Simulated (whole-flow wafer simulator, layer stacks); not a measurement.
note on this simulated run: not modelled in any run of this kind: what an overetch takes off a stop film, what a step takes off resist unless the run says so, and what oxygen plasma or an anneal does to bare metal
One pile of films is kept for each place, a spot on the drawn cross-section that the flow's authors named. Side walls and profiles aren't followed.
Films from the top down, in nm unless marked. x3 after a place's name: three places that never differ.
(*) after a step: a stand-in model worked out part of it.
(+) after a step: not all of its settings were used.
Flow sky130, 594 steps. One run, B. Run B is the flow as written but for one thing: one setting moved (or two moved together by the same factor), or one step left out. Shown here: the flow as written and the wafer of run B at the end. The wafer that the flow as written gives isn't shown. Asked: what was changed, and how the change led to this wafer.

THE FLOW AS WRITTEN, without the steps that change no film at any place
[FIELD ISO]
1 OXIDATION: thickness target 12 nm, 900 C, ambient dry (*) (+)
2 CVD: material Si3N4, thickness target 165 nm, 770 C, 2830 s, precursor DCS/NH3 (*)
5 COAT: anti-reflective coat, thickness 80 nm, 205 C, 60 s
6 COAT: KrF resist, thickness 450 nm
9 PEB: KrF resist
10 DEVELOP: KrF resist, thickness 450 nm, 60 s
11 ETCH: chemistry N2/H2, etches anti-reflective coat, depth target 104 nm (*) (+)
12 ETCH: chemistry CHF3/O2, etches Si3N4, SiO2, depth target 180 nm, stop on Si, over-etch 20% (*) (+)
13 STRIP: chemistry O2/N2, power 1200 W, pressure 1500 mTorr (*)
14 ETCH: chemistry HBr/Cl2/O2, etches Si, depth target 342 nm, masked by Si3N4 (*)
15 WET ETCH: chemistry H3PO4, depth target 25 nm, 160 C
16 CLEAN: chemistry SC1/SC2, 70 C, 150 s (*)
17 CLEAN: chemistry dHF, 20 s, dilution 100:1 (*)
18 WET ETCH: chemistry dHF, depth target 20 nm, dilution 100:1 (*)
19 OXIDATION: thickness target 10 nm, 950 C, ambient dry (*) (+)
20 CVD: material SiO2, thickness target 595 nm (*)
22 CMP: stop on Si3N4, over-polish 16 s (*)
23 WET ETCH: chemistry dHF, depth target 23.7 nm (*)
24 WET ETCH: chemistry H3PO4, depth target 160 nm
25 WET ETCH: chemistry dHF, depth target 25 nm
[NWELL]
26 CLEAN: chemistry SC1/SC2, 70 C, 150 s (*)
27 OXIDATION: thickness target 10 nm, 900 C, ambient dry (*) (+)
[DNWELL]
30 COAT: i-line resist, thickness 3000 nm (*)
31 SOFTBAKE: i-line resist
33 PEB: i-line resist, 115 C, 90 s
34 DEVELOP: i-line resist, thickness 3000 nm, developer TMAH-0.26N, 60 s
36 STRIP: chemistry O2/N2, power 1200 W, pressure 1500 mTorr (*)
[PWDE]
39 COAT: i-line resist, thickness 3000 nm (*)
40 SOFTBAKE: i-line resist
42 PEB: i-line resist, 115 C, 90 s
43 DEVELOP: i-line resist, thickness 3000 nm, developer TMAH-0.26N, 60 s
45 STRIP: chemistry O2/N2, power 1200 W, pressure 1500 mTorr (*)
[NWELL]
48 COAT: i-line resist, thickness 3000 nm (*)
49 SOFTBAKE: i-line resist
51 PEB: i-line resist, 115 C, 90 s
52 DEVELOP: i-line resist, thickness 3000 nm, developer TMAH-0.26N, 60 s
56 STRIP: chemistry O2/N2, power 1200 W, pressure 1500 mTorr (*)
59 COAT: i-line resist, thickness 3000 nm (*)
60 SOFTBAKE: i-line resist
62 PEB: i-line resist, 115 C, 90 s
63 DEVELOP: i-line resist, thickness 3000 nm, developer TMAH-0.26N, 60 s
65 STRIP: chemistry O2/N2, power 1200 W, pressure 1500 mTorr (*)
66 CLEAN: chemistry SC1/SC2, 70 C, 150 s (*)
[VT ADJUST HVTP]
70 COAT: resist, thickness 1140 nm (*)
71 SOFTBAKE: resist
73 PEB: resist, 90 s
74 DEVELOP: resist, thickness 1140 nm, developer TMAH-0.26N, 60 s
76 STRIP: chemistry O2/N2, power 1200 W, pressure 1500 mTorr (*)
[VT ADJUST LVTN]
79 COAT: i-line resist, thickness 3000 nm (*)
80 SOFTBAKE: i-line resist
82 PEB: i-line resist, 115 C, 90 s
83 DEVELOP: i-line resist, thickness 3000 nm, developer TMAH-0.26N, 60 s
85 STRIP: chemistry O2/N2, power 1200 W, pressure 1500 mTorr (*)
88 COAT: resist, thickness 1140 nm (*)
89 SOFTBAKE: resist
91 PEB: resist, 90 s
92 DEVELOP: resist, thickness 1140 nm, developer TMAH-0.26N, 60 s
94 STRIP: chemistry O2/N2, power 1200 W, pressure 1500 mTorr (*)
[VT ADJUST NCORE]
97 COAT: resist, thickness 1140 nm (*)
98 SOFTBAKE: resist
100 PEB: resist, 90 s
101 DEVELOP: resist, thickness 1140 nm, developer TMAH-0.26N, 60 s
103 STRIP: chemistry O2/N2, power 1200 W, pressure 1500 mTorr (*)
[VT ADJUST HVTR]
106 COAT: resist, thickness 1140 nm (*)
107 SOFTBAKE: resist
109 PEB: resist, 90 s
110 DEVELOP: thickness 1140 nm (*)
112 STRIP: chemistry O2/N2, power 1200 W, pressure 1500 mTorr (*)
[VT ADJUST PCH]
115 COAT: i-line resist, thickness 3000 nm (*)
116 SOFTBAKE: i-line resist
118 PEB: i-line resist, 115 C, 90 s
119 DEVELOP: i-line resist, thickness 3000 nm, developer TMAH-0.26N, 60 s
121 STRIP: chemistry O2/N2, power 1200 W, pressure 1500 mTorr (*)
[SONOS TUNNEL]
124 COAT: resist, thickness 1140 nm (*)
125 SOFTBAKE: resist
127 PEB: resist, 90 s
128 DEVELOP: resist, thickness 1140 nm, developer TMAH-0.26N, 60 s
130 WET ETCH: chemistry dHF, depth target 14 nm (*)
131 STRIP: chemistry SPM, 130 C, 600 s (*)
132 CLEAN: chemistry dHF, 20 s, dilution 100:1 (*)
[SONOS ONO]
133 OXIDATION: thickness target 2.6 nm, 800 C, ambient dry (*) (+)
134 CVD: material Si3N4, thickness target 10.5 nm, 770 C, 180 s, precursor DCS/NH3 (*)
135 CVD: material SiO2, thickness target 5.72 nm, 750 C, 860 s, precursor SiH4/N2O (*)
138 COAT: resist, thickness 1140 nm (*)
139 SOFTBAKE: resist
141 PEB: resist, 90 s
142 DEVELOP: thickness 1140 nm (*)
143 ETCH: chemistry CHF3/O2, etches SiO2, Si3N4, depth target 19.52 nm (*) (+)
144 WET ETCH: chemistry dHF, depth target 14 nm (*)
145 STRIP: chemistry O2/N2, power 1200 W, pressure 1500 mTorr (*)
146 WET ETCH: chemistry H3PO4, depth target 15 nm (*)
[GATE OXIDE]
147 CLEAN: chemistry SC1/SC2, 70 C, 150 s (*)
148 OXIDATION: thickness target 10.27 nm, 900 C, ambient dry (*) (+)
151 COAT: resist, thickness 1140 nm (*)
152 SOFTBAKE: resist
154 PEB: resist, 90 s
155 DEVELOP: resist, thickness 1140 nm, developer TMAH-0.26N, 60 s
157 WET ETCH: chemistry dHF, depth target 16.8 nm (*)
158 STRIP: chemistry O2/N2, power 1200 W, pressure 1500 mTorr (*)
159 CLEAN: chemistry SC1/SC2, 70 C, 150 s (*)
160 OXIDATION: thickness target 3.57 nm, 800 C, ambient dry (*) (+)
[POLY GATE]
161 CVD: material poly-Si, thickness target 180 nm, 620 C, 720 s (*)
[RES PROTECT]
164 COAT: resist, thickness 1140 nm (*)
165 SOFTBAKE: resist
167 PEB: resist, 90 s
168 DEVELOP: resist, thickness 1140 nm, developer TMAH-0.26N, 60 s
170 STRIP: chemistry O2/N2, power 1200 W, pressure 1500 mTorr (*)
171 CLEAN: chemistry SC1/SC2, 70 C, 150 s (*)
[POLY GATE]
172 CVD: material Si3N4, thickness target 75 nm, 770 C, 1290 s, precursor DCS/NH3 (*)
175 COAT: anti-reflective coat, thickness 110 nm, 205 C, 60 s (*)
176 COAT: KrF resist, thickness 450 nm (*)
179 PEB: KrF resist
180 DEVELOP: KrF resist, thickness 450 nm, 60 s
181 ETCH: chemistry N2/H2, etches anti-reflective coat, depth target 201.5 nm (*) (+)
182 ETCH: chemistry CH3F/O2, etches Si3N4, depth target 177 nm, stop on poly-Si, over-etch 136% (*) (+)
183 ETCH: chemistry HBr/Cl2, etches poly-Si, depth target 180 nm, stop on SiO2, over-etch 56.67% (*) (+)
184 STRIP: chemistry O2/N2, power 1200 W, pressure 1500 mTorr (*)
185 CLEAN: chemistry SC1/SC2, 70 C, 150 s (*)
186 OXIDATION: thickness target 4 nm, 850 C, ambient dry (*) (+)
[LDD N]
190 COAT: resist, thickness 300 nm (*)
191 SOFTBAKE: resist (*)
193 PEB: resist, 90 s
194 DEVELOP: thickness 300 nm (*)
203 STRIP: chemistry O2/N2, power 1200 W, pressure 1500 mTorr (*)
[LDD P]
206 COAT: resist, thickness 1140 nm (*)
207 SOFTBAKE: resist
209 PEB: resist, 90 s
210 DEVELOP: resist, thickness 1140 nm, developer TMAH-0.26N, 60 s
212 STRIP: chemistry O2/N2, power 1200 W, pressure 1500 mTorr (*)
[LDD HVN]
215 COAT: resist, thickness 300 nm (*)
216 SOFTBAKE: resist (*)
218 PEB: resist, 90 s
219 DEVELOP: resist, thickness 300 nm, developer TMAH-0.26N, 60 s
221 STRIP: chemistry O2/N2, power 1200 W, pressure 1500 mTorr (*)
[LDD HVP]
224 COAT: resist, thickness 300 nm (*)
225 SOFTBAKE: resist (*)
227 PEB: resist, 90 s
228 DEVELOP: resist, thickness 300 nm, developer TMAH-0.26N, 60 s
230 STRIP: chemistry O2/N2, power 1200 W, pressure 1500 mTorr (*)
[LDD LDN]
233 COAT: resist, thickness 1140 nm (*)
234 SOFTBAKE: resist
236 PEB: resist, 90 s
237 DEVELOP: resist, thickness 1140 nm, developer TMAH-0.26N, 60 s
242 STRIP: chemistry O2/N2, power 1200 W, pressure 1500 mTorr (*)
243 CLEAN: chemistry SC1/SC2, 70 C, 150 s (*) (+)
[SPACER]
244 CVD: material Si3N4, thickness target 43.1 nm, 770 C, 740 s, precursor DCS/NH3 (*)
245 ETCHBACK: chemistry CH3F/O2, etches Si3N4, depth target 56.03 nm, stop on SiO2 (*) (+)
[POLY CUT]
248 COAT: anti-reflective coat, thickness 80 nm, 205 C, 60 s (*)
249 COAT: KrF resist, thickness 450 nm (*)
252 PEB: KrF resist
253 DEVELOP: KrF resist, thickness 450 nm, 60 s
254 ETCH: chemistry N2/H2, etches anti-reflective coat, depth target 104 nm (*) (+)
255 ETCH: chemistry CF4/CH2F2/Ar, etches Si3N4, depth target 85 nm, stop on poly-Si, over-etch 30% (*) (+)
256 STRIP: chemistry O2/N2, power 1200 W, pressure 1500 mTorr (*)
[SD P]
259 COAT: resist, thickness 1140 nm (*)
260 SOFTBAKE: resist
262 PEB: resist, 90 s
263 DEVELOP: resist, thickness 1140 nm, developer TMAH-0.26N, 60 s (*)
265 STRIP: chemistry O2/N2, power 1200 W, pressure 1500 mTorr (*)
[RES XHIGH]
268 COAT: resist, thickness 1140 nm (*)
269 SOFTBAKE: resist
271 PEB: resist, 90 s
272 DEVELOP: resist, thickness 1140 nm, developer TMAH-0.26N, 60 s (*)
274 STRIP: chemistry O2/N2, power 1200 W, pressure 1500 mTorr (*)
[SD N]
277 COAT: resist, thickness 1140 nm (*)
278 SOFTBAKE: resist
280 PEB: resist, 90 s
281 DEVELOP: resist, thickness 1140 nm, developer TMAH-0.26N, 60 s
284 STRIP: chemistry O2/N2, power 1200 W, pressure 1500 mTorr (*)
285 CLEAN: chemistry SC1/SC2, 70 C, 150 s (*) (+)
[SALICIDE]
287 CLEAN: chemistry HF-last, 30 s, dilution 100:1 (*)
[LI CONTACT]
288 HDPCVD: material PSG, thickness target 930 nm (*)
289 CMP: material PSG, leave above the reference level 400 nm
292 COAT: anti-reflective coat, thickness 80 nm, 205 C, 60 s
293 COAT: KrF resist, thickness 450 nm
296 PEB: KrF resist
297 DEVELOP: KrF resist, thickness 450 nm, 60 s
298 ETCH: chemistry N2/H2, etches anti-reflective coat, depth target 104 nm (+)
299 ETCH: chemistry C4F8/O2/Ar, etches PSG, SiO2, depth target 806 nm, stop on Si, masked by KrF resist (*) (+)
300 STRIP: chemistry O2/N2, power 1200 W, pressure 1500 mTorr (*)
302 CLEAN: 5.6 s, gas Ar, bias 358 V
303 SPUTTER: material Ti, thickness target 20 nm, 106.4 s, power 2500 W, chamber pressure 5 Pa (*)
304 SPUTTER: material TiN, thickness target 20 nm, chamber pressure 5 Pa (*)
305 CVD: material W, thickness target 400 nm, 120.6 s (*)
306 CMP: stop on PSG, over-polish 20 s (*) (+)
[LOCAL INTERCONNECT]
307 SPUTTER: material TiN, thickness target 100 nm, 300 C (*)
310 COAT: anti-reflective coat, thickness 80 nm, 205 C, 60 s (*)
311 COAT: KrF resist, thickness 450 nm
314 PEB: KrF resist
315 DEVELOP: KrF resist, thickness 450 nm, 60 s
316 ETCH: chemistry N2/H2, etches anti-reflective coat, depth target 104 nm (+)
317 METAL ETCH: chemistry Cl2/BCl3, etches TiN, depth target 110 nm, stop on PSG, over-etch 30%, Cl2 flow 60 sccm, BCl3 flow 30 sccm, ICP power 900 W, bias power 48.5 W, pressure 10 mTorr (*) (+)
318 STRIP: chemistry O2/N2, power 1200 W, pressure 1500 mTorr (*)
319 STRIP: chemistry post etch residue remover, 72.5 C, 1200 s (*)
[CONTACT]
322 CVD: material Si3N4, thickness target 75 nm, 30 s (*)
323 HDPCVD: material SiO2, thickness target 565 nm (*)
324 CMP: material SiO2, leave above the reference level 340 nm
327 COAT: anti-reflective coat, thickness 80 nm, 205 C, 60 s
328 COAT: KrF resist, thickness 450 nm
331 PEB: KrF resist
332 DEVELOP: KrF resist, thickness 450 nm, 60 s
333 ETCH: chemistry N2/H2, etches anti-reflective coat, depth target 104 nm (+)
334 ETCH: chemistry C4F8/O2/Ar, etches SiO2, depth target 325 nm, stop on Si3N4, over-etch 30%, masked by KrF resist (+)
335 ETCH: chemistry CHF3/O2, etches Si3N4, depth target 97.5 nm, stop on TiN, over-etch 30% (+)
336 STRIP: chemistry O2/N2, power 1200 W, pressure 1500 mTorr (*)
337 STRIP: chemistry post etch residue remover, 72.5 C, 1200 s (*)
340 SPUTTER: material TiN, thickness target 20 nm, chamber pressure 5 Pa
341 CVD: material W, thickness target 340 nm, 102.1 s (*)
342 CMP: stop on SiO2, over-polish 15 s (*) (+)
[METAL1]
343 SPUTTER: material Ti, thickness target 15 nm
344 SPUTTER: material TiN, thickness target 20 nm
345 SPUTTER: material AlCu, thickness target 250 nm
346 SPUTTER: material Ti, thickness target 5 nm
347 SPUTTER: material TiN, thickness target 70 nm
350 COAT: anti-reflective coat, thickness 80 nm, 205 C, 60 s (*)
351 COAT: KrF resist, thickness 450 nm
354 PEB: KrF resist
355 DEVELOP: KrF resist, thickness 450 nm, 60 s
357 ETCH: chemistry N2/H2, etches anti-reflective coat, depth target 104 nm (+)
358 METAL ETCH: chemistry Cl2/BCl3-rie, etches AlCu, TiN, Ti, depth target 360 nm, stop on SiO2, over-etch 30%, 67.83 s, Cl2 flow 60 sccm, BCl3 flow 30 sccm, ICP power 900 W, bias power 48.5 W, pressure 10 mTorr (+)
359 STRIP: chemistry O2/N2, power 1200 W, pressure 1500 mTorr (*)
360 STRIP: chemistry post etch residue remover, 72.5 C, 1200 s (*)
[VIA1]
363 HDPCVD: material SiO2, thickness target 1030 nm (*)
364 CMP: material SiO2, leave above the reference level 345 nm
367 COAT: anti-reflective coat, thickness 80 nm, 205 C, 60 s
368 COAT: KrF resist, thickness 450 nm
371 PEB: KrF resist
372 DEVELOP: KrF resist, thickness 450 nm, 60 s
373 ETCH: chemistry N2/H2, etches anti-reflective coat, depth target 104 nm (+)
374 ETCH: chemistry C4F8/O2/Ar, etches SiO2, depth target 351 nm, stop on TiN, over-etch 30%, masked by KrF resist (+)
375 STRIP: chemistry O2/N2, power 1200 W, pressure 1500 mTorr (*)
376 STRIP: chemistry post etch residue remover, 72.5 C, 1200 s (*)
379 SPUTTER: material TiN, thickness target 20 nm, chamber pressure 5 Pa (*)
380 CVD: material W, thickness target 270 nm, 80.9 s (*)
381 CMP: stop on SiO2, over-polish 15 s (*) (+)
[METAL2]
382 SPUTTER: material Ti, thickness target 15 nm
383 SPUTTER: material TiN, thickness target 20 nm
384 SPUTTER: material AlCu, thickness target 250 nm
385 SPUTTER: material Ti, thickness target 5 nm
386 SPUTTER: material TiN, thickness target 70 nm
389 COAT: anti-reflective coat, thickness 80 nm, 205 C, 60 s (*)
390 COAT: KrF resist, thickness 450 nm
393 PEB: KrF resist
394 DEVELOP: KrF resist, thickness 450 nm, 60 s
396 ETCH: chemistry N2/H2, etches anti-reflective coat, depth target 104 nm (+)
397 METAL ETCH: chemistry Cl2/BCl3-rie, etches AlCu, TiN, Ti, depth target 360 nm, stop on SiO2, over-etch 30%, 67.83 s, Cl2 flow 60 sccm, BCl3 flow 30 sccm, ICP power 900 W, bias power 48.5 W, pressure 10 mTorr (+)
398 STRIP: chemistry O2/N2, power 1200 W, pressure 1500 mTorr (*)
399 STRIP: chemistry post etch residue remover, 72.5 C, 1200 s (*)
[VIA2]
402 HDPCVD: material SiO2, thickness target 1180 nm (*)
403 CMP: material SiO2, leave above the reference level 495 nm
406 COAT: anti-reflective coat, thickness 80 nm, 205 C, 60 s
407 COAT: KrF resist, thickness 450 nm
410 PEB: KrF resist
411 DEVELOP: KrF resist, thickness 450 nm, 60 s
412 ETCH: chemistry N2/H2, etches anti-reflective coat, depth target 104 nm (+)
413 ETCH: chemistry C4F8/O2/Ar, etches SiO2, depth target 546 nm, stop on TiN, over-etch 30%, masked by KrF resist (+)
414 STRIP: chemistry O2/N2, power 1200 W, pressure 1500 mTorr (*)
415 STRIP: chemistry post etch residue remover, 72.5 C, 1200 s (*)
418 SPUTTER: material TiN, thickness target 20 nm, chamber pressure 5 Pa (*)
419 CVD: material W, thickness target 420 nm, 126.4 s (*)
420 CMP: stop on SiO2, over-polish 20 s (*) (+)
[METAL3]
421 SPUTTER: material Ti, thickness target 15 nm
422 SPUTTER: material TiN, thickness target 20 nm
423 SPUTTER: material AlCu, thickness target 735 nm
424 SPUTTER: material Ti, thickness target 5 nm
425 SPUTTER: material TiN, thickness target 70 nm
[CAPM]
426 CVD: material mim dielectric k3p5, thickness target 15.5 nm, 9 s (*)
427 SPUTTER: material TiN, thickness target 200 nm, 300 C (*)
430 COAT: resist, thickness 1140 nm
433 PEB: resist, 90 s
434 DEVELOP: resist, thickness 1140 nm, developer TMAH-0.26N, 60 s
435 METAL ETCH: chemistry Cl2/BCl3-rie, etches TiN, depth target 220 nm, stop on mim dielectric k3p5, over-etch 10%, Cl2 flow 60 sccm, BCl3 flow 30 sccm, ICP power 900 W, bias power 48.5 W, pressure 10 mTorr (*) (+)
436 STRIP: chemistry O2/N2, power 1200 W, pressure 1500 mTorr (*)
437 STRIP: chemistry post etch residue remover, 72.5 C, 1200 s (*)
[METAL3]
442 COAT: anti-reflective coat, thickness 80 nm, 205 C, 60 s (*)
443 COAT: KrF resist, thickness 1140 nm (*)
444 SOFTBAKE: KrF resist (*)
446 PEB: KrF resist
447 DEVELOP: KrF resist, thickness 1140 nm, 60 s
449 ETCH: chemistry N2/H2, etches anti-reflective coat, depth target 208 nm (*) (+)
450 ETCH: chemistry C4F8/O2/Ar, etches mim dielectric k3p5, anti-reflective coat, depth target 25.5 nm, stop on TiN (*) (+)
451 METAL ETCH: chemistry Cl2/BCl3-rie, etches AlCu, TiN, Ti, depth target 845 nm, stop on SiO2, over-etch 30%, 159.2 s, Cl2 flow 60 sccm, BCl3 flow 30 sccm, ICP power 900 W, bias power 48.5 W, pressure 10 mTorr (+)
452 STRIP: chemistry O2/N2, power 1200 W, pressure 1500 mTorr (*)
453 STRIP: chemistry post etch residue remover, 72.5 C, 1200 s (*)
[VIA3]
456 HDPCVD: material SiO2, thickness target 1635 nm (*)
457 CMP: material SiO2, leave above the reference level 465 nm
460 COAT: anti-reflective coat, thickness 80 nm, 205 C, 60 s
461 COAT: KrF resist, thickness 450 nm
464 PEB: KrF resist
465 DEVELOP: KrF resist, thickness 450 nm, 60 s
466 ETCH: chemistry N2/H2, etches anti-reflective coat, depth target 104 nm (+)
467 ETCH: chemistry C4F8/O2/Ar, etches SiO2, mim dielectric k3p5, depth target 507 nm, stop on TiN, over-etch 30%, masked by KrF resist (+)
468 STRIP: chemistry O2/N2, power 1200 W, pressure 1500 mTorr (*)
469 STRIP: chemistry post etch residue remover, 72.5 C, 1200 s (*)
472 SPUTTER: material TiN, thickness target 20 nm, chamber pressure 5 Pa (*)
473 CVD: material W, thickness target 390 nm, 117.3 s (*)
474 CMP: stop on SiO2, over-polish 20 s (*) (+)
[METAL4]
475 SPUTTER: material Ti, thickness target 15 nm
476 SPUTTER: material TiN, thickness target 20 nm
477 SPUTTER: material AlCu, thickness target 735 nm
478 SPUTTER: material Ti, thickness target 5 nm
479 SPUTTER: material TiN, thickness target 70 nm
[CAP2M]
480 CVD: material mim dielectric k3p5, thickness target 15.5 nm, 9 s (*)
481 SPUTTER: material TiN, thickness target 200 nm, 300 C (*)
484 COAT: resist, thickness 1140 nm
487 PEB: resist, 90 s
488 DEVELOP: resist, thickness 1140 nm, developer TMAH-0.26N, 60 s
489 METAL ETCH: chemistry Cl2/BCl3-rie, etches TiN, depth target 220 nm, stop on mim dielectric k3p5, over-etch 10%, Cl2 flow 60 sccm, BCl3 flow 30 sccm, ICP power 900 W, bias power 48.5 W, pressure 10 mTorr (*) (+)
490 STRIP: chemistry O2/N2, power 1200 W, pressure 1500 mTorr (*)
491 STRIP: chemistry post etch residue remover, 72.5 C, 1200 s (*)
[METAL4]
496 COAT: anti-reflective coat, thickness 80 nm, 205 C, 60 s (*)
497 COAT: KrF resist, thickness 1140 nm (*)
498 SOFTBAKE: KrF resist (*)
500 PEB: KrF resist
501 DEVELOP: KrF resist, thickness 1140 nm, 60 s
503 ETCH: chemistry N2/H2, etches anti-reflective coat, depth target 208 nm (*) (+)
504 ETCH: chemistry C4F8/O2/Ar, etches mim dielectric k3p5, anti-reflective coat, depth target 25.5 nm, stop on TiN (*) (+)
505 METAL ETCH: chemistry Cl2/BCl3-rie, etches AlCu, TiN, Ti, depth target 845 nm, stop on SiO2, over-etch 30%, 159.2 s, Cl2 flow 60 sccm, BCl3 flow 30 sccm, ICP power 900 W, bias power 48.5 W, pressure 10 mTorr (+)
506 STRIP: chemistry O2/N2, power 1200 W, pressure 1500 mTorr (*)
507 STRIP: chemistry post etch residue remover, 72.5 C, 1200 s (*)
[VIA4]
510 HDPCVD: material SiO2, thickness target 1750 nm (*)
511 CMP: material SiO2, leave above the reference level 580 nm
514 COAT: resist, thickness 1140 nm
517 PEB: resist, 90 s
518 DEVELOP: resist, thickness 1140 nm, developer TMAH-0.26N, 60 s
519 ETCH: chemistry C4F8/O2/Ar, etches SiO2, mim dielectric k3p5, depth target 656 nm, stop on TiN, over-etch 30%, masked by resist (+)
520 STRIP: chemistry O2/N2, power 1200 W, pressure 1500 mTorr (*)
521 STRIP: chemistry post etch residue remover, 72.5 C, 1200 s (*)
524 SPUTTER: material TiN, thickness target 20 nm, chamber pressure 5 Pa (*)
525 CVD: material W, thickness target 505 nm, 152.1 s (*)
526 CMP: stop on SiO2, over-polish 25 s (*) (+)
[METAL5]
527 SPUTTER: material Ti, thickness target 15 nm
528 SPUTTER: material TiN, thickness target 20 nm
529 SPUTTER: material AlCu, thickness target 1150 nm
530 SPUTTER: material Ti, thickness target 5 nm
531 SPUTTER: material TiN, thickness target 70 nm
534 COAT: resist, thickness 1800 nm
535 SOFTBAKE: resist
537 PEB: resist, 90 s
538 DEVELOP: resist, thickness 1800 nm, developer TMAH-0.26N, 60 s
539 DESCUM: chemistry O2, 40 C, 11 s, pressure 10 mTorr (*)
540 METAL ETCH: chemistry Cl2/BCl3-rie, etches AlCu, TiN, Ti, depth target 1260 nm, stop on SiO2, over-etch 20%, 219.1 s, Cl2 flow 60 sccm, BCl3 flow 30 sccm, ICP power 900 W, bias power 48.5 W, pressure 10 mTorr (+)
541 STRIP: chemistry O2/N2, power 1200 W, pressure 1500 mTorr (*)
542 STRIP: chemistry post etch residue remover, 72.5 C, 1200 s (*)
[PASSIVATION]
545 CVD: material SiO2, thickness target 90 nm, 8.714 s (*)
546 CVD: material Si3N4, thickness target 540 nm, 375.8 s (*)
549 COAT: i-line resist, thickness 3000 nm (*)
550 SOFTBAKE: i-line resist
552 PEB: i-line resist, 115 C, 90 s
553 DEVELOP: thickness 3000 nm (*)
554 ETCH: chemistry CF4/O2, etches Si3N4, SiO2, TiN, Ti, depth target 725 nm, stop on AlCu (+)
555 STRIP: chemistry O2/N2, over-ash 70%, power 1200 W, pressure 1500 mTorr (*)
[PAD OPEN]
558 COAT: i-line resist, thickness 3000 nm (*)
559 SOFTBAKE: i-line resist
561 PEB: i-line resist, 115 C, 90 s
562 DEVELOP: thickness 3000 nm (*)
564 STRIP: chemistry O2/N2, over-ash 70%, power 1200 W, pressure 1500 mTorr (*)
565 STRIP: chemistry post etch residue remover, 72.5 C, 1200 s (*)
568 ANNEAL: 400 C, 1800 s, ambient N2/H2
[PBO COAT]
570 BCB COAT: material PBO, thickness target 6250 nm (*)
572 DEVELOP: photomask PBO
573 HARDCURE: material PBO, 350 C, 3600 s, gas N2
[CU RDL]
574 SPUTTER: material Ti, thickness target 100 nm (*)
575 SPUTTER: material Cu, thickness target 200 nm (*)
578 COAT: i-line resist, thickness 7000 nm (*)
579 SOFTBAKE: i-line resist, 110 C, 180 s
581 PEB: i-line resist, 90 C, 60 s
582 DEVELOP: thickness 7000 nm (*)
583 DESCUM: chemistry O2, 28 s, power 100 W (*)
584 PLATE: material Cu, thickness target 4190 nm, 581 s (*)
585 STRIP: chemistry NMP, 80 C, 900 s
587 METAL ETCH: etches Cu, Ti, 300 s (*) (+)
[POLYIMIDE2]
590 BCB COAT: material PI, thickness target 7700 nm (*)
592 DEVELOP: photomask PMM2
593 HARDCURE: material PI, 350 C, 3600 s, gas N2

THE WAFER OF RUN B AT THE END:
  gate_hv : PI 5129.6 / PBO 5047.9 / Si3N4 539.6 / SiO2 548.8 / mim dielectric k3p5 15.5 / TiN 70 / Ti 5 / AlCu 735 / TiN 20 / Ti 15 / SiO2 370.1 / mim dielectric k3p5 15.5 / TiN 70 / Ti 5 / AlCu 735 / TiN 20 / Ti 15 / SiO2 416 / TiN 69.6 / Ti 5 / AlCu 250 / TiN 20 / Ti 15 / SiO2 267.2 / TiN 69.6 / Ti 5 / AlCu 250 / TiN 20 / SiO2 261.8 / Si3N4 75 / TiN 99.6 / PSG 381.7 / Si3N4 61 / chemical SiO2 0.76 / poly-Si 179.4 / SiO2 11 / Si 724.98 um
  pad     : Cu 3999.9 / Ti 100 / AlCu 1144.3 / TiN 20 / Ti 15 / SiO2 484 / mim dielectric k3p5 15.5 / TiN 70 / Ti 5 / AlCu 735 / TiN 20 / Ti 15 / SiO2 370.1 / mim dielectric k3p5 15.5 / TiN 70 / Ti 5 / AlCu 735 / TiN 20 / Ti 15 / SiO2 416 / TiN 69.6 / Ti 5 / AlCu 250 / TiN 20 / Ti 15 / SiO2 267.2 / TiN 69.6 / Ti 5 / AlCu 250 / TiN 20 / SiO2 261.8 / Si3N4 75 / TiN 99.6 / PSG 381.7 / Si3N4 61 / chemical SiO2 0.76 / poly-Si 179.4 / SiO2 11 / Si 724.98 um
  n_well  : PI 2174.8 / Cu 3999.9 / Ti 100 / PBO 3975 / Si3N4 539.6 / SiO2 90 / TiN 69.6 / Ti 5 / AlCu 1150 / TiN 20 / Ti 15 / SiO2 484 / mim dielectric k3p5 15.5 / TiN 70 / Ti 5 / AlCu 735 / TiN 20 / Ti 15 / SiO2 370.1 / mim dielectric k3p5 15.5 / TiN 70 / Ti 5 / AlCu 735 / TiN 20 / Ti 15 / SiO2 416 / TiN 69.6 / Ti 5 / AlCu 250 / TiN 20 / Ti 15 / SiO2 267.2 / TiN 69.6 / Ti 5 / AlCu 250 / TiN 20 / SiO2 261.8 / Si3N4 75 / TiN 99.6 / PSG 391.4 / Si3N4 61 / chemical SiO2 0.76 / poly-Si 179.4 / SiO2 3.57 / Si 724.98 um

The cause: step 343, SPUTTER: material Ti, thickness target 15 nm, was left out.

How the change led to this, step by step:
  358 METAL ETCH: chemistry Cl2/BCl3-rie, etches AlCu, TiN, Ti, depth target 360 nm, stop on SiO2, over-etch 30%, 67.83 s, Cl2 flow 60 sccm, BCl3 flow 30 sccm, ICP power 900 W, bias power 48.5 W, pressure 10 mTorr (+)
      field, active, gate and 81 more: TiN -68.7 (all of it), Ti -5 (all of it), AlCu -250 (all of it), TiN -20 (all of it), SiO2 -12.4 (as written it would be: TiN -68.7 (all of it), Ti -5 (all of it), AlCu -250 (all of it), TiN -20 (all of it), Ti -15 (all of it), SiO2 -10.9)
  364 CMP: material SiO2, leave above the reference level 345 nm
      field, active, gate and 81 more: SiO2 -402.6 (as written it would be: SiO2 -389.1)
